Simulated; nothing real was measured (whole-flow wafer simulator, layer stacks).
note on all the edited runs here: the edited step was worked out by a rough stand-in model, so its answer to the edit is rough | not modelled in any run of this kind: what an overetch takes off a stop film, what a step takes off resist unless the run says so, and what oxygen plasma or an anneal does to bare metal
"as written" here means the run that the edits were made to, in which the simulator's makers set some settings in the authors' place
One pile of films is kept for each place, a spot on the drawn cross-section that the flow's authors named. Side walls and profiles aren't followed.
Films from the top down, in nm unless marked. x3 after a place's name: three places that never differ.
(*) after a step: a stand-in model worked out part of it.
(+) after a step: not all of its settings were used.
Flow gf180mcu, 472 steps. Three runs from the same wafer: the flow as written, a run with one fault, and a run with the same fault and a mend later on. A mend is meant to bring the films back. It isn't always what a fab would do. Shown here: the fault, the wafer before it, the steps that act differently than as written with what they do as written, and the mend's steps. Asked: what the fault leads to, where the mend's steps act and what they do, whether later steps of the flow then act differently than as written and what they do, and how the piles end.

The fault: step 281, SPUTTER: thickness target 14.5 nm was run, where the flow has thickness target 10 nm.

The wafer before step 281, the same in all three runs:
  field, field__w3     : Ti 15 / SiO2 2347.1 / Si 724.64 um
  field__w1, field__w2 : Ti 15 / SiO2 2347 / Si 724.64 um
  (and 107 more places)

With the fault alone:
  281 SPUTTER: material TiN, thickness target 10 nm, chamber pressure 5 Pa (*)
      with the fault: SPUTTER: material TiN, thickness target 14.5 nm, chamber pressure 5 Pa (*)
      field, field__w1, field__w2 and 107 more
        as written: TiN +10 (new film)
        with the fault: TiN +14.5 (new film)
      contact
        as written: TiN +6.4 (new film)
        with the fault: TiN +9.28 (new film)
  Later steps of the flow that act differently than as written (1 more step differs only slightly, by at most 2% or 0.5 nm, whichever is larger, and isn't shown):
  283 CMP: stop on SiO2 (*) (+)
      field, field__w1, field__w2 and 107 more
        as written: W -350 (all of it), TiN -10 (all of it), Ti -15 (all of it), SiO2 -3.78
        with the fault: W -350 (all of it), TiN -14.5 (all of it), Ti -15 (all of it), SiO2 -3.83
  At the end the piles differ from the flow's by more than 2% or 0.5 nm, whichever is larger, at contact.
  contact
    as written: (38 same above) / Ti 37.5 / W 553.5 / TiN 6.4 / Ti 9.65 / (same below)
    with the fault: (38 same above) / Ti 37.5 / W 550.6 / TiN 9.28 / Ti 9.65 / (same below)

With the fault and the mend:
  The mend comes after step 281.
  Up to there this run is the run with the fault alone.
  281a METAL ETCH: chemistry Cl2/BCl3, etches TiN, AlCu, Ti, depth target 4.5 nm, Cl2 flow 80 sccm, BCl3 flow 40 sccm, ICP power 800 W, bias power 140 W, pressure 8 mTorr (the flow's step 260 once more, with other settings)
      field, field__w1, field__w2 and 108 more
        TiN -4.5
  No later step of the flow acts differently than as written, at any place that is followed, by more than 2% or 0.5 nm, whichever is larger.
  At the end the piles differ from the flow's by more than 2% or 0.5 nm, whichever is larger, at contact.
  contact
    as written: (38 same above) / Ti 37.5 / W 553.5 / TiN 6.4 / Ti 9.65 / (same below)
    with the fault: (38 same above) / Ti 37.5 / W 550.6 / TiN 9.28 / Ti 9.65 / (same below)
    with the mend: (38 same above) / Ti 37.5 / W 555.1 / TiN 4.78 / Ti 9.65 / (same below)
